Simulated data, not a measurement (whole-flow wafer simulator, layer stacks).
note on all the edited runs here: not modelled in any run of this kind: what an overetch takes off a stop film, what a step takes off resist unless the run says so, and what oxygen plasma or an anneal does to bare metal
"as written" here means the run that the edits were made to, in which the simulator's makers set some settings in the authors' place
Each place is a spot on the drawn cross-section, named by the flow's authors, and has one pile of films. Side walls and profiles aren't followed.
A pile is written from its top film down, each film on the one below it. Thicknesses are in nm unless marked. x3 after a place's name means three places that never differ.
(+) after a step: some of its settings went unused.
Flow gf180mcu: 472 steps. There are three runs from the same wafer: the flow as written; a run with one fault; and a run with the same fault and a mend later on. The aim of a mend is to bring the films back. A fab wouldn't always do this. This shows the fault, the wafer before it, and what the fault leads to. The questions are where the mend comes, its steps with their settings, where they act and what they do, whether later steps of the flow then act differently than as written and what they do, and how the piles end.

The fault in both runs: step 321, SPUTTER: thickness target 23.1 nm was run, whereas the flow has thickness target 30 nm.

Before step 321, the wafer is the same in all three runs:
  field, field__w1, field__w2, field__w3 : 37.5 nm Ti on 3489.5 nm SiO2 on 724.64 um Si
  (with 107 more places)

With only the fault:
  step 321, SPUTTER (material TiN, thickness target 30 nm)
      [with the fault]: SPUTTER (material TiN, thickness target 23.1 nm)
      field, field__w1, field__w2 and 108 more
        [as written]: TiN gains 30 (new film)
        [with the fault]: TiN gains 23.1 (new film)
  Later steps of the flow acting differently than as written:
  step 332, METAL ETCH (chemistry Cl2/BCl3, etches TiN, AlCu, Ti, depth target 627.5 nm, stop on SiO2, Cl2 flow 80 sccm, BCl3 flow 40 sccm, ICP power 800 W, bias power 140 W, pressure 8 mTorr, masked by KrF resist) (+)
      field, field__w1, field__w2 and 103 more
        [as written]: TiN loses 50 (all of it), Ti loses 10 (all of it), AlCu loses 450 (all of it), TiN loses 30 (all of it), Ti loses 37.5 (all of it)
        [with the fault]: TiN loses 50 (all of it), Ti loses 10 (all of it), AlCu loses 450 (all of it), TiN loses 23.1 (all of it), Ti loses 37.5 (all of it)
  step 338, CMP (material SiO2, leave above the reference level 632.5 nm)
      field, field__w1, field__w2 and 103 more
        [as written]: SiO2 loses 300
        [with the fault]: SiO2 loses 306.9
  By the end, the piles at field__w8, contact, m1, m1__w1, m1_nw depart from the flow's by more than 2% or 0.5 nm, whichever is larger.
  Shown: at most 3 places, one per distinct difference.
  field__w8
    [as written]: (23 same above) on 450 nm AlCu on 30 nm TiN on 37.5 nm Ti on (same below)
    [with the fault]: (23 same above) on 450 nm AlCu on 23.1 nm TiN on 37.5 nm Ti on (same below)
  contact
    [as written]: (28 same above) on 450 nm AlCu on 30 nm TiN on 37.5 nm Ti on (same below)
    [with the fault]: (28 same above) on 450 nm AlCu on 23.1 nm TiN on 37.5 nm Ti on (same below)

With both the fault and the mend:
  The mend follows step 321.
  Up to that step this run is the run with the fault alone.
  step 321a, SPUTTER (material TiN, thickness target 6.9 nm) (a further turn of the flow's step 321, with different settings)
      field, field__w1, field__w2 and 108 more
        TiN gains 6.9
  None of the later steps of the flow acts differently than as written at any place that is followed.
  At every place that both follow, the piles at the end match the flow's.
